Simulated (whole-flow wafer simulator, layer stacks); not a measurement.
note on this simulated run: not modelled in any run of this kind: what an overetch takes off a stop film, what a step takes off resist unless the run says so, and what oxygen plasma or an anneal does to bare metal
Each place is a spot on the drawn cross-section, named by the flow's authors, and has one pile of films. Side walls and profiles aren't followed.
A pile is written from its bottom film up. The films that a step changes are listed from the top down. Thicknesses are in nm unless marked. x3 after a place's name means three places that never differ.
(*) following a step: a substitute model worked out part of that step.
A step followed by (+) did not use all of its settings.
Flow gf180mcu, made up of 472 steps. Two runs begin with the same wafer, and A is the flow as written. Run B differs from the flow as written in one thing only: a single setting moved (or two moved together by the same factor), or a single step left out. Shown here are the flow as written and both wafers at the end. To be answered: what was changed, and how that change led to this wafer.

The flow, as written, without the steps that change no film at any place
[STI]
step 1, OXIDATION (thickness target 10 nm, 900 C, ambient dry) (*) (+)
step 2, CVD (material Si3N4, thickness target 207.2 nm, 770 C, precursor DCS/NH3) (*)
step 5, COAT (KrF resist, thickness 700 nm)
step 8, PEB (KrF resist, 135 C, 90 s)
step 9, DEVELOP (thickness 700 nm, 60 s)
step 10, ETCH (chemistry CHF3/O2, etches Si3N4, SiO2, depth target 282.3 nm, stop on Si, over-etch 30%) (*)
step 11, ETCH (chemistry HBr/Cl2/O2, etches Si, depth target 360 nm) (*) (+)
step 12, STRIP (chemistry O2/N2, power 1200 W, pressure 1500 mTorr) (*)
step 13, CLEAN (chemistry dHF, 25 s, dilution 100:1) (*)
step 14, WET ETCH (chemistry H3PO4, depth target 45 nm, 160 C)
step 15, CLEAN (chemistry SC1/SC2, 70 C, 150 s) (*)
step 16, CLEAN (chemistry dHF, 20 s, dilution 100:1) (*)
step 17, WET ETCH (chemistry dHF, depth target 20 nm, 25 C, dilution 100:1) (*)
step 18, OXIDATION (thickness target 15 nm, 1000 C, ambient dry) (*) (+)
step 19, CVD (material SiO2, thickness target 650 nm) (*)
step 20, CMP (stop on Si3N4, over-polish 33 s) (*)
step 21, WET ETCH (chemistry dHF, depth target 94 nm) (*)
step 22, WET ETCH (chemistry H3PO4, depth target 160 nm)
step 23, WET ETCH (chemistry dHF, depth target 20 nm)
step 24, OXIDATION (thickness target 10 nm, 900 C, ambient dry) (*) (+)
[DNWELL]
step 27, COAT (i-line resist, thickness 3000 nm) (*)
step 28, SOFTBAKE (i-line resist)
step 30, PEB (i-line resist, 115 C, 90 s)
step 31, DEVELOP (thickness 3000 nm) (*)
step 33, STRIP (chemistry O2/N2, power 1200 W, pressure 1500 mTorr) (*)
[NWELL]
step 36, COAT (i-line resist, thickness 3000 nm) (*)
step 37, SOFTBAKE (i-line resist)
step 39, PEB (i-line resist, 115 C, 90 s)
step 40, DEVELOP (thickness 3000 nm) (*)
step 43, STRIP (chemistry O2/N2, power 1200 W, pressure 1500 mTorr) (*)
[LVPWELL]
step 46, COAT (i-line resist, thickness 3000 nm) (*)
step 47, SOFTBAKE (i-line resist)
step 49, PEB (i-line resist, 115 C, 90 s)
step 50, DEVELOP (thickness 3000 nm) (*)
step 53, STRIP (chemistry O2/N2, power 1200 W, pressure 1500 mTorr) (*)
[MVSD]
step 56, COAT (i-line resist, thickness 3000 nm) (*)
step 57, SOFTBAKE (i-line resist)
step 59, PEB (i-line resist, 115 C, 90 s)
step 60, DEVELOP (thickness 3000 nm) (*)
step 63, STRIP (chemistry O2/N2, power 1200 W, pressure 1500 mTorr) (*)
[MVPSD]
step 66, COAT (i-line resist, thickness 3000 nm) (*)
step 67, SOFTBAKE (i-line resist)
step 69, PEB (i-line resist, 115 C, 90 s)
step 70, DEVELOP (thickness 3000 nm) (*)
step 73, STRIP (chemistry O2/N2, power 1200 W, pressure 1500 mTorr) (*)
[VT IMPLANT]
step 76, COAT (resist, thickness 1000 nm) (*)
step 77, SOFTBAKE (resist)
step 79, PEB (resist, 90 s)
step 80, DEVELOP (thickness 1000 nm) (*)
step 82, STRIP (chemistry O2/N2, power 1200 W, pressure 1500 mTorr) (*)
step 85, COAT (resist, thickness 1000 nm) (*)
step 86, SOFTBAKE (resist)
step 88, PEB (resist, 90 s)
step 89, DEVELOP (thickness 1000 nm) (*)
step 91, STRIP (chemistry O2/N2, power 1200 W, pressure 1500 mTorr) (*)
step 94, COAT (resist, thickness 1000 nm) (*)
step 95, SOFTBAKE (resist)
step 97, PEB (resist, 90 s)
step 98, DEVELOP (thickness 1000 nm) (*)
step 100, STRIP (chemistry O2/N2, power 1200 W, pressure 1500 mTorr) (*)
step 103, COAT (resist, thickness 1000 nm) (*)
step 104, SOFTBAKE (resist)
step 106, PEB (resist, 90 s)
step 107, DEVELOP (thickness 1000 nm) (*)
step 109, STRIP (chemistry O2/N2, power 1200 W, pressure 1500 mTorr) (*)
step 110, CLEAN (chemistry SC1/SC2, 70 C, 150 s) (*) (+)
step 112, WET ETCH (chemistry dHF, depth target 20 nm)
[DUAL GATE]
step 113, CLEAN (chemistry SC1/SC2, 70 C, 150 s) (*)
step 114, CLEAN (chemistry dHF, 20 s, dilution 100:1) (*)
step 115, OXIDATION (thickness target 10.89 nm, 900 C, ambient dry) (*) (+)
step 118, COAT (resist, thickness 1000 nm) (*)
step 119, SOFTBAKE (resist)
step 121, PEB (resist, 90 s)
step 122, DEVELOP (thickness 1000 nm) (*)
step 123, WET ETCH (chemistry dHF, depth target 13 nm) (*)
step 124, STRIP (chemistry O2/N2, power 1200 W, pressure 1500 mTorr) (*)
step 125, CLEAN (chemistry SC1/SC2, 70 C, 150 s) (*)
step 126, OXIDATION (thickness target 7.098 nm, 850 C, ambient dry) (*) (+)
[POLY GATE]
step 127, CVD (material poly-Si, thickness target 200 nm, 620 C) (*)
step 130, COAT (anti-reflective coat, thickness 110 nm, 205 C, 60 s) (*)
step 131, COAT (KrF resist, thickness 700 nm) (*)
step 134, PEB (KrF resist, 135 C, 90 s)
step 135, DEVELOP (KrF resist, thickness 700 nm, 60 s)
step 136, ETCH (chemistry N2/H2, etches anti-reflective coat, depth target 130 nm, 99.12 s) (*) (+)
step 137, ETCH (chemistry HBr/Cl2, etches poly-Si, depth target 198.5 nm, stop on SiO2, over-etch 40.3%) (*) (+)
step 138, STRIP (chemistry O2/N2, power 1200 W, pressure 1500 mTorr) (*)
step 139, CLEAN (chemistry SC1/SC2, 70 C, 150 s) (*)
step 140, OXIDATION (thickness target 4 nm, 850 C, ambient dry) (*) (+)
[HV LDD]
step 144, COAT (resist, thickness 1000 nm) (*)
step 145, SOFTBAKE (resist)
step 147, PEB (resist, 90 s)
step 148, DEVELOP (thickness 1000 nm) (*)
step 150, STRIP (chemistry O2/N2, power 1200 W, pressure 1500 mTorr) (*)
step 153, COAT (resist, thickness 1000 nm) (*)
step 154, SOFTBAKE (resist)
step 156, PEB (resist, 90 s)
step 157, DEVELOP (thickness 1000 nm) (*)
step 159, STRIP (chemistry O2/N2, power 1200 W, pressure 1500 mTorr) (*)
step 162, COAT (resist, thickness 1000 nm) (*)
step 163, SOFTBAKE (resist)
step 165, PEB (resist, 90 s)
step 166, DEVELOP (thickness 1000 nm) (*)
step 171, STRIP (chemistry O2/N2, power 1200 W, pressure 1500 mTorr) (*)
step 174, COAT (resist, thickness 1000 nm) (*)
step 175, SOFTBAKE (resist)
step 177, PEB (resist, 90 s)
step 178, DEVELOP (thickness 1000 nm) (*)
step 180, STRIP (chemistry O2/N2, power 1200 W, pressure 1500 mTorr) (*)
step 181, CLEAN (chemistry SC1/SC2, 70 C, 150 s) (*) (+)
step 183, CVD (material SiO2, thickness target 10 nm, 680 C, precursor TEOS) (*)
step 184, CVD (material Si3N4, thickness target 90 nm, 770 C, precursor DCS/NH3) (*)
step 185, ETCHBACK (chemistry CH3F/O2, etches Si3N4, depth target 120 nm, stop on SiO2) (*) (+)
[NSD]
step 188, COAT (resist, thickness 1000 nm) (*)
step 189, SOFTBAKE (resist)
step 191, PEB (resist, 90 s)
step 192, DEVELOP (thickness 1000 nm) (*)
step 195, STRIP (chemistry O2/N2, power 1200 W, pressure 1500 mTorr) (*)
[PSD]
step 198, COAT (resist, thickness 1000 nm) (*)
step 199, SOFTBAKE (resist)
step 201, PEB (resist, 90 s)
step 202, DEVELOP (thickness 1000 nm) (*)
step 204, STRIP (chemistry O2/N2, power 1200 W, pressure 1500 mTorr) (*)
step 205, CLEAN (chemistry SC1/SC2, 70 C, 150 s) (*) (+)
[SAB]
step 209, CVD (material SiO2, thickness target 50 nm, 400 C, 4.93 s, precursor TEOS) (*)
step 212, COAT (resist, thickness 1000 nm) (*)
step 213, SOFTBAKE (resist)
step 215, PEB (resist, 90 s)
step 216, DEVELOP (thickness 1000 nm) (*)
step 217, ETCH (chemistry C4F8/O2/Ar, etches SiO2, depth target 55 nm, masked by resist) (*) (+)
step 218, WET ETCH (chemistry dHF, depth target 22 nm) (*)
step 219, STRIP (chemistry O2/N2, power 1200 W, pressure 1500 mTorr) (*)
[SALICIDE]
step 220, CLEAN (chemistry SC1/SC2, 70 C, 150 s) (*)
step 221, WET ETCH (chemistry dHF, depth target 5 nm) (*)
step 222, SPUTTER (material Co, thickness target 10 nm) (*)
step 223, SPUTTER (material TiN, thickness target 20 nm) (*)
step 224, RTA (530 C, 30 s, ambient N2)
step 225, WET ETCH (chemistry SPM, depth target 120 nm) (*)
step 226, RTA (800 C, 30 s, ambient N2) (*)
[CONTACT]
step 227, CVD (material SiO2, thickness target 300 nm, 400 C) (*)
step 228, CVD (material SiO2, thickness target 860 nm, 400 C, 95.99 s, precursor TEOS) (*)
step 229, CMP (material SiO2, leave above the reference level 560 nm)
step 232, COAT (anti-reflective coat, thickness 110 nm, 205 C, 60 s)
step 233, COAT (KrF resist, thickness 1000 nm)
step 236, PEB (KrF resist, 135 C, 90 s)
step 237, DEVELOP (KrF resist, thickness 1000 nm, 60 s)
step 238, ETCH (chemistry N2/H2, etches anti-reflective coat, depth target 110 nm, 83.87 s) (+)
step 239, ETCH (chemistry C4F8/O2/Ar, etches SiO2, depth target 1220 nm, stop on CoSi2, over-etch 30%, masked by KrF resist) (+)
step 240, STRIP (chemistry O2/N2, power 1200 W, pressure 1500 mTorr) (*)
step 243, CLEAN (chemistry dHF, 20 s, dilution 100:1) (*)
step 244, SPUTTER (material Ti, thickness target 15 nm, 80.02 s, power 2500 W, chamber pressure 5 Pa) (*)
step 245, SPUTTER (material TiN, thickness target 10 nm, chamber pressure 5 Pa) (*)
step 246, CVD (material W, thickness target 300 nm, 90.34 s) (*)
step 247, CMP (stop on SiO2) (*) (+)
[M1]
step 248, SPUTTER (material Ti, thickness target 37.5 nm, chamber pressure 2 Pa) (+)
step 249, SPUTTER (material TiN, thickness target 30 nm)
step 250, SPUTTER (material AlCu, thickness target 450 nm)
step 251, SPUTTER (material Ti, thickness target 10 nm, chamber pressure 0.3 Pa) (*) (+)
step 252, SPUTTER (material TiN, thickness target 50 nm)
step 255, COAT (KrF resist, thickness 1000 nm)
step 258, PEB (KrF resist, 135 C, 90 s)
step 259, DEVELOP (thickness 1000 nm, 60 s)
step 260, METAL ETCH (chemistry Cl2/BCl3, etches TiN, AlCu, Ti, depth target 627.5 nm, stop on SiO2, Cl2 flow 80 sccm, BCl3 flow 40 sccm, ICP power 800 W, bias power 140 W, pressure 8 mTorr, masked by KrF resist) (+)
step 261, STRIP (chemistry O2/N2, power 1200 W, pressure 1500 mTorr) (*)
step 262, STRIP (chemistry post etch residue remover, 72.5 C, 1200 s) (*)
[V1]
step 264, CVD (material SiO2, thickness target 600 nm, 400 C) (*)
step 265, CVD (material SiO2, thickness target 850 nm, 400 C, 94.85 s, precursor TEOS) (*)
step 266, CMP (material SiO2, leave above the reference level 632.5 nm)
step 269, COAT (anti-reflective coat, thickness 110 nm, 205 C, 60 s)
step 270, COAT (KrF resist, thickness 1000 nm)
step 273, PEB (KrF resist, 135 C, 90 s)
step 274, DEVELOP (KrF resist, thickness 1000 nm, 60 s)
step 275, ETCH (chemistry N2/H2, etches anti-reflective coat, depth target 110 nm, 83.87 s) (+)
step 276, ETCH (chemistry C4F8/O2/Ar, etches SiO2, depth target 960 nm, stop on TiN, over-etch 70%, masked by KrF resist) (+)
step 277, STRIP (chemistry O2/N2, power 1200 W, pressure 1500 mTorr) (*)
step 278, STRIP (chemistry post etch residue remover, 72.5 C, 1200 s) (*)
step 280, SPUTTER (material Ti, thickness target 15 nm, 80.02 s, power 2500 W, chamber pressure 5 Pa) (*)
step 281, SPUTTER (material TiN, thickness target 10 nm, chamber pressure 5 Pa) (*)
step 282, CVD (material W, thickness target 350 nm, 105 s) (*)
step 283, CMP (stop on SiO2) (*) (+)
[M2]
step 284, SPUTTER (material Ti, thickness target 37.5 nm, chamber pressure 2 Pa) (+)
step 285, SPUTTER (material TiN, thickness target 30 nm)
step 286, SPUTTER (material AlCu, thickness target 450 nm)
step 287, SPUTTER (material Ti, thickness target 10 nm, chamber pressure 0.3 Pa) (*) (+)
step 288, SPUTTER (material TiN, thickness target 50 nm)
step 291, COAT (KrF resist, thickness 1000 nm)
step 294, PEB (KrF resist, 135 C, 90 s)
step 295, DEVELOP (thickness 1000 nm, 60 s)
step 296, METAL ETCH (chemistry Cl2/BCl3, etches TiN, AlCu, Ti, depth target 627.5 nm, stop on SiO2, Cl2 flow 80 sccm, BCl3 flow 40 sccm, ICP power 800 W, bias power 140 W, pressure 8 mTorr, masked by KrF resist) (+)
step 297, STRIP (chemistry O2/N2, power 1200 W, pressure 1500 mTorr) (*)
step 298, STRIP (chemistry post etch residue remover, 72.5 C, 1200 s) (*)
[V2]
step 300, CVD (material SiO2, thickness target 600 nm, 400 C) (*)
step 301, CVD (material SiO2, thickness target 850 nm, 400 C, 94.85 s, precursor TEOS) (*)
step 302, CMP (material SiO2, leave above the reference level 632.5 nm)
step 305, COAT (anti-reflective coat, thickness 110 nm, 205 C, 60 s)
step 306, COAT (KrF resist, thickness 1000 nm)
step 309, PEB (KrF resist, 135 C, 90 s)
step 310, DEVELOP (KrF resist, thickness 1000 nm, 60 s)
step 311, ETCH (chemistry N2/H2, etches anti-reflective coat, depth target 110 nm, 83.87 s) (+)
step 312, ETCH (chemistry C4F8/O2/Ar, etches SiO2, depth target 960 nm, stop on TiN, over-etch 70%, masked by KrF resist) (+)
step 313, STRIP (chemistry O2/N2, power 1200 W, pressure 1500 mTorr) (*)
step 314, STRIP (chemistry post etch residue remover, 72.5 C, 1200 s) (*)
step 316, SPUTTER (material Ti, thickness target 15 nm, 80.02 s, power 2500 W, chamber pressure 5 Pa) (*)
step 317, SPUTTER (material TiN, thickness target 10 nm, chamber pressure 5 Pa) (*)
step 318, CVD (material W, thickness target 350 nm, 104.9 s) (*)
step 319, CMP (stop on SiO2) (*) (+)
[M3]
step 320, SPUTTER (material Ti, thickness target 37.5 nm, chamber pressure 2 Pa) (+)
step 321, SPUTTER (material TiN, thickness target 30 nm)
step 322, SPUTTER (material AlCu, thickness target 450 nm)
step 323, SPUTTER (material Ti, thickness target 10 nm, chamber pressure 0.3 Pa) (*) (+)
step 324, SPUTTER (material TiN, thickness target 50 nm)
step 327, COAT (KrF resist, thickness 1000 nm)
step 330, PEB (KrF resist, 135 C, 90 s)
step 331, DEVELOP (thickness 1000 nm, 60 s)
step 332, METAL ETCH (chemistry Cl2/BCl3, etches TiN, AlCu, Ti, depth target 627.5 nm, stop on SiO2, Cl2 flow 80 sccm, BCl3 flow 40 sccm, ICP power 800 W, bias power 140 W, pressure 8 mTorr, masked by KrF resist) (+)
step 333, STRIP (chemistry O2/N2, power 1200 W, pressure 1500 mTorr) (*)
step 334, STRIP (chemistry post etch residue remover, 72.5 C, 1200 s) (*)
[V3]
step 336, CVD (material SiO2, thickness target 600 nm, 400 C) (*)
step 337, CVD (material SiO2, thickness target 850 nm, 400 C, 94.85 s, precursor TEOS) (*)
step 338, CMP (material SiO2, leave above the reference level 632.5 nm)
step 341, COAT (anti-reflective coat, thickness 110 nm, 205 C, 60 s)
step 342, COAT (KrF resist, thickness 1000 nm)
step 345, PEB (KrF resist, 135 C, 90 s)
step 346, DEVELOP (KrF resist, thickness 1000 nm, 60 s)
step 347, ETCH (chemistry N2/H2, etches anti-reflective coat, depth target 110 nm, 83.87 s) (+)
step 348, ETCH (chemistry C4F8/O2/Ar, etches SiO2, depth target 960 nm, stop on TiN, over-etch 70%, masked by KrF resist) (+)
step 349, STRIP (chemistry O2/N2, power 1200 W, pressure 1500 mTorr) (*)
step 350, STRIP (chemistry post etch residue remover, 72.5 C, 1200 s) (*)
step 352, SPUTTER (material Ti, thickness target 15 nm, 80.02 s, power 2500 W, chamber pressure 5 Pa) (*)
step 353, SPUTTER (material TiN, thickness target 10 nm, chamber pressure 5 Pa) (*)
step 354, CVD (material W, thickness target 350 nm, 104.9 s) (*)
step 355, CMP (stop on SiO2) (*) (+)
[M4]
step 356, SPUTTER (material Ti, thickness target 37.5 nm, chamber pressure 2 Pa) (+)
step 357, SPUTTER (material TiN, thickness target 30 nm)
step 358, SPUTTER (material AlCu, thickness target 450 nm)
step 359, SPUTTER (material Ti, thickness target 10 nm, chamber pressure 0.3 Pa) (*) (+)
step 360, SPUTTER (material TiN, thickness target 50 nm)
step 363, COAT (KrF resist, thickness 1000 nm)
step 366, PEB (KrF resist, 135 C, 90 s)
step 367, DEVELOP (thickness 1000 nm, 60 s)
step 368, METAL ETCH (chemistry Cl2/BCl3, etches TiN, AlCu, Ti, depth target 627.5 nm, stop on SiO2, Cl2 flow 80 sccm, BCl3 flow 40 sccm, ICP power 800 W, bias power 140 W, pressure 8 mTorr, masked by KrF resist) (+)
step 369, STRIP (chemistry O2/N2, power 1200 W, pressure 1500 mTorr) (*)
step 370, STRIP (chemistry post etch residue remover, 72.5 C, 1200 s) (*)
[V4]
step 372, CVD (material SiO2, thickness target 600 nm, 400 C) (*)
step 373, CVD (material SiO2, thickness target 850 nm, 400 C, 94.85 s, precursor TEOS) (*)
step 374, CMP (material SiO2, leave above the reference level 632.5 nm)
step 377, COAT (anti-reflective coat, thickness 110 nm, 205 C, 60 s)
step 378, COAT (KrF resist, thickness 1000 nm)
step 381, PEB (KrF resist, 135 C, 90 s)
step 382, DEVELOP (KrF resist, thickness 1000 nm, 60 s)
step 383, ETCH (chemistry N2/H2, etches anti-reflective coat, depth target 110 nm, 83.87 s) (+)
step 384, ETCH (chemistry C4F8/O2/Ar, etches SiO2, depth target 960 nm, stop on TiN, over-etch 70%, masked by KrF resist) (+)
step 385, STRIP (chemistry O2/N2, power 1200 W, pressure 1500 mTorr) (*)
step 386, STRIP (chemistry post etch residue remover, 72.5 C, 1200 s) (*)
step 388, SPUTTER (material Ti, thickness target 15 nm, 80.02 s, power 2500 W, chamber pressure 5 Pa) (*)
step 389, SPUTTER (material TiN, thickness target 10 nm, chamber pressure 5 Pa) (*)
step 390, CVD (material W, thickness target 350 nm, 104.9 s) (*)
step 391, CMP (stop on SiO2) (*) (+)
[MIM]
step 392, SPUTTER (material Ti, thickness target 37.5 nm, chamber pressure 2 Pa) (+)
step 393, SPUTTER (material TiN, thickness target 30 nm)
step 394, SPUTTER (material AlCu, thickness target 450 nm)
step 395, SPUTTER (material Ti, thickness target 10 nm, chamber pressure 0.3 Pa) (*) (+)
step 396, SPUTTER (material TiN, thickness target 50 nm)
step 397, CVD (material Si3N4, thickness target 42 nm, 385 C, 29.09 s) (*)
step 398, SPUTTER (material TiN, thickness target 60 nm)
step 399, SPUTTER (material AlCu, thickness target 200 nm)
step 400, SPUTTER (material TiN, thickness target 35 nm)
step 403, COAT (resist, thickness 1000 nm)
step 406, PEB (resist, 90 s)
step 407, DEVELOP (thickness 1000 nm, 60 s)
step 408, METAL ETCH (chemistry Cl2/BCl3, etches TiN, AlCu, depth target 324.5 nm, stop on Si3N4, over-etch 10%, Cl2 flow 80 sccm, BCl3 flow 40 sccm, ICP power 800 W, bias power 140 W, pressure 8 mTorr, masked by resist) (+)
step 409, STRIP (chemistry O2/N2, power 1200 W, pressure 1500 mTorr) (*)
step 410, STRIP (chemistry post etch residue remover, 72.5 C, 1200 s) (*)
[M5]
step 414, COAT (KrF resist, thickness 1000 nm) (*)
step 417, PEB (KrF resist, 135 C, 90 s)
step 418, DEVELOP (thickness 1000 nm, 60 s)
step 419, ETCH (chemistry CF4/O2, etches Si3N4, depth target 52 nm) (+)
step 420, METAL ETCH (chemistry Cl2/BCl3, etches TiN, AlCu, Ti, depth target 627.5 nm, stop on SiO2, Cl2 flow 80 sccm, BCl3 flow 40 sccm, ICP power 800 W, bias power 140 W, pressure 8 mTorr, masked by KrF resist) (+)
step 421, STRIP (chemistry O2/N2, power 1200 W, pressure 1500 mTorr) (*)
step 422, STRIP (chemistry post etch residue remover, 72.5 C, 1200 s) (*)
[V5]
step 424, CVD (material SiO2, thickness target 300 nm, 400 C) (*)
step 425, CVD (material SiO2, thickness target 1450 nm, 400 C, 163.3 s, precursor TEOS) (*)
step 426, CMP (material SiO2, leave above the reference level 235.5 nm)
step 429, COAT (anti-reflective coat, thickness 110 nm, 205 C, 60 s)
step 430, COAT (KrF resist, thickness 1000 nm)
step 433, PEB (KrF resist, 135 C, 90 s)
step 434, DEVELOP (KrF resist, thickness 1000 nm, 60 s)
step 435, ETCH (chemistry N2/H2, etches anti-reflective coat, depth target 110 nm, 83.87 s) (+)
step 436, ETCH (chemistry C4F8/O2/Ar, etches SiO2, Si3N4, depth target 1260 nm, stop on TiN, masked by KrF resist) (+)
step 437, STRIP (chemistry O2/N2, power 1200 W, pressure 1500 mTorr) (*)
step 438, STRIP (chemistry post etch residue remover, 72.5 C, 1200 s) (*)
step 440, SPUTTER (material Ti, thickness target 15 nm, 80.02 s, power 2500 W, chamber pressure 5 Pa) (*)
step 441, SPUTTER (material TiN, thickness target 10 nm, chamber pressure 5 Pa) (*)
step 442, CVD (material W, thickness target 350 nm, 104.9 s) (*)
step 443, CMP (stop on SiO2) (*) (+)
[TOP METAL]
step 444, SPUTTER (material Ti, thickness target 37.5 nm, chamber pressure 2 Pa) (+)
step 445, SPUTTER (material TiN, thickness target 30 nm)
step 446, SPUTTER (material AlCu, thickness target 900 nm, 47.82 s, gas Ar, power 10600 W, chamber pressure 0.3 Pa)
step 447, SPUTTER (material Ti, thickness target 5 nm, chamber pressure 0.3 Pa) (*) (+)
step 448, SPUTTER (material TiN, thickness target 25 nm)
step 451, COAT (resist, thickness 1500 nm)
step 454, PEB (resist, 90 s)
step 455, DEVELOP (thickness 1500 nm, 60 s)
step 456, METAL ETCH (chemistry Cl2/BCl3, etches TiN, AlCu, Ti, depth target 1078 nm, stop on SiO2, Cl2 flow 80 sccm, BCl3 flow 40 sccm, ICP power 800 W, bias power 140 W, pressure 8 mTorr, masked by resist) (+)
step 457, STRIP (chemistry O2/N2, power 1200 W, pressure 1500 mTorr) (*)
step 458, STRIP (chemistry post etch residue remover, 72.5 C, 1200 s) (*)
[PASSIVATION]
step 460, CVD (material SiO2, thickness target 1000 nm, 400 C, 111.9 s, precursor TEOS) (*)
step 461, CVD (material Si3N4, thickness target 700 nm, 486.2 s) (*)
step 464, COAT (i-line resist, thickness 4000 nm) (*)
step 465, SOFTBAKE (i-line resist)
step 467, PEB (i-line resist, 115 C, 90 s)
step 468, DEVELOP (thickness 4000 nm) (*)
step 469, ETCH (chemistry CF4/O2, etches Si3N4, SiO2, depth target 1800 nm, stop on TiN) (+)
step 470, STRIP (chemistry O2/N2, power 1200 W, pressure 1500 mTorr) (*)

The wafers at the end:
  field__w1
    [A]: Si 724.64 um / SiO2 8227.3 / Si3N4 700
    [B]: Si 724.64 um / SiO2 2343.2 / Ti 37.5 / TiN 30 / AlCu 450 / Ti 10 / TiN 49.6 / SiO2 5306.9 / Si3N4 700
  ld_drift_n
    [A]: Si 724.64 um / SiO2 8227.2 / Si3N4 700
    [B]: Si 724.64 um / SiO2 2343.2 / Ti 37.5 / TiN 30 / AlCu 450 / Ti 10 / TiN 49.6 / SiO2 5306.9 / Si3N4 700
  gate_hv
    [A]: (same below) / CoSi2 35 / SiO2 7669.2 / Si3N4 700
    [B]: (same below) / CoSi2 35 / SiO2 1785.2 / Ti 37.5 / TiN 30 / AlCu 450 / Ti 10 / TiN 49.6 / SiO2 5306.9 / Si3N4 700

Cause: step 296, METAL ETCH: chemistry Cl2/BCl3, etches TiN, AlCu, Ti, depth target 627.5 nm, stop on SiO2, Cl2 flow 80 sccm, BCl3 flow 40 sccm, ICP power 800 W, bias power 140 W, pressure 8 mTorr, masked by KrF resist (+), was not run.

How this came from the change, step by step:
  step 297, STRIP (chemistry O2/N2, power 1200 W, pressure 1500 mTorr) (*)
      field__w8, contact, m1, m1__w1, m1_nw: A -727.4 KrF resist (all of it) | B -978.4 KrF resist (all of it)
  step 300, CVD (material SiO2, thickness target 600 nm, 400 C) (*)
      field, field__w1, field__w2 and 103 more: A +600 SiO2 | B +600 SiO2 (new film)
  step 302, CMP (material SiO2, leave above the reference level 632.5 nm)
      field, field__w1, field__w2 and 103 more: A -300 SiO2 | B -877.1 SiO2
With metal films that touch counted as one body, field__w1 has 1 body; the flow as written gives 0 bodies.
With metal films that touch counted as one body, ld_drift_n has 1 body; the flow as written gives 0 bodies.
With metal films that touch counted as one body, gate_hv has 2 bodies (between them, from the top down: SiO2 1785.2); the flow as written gives 1 body.
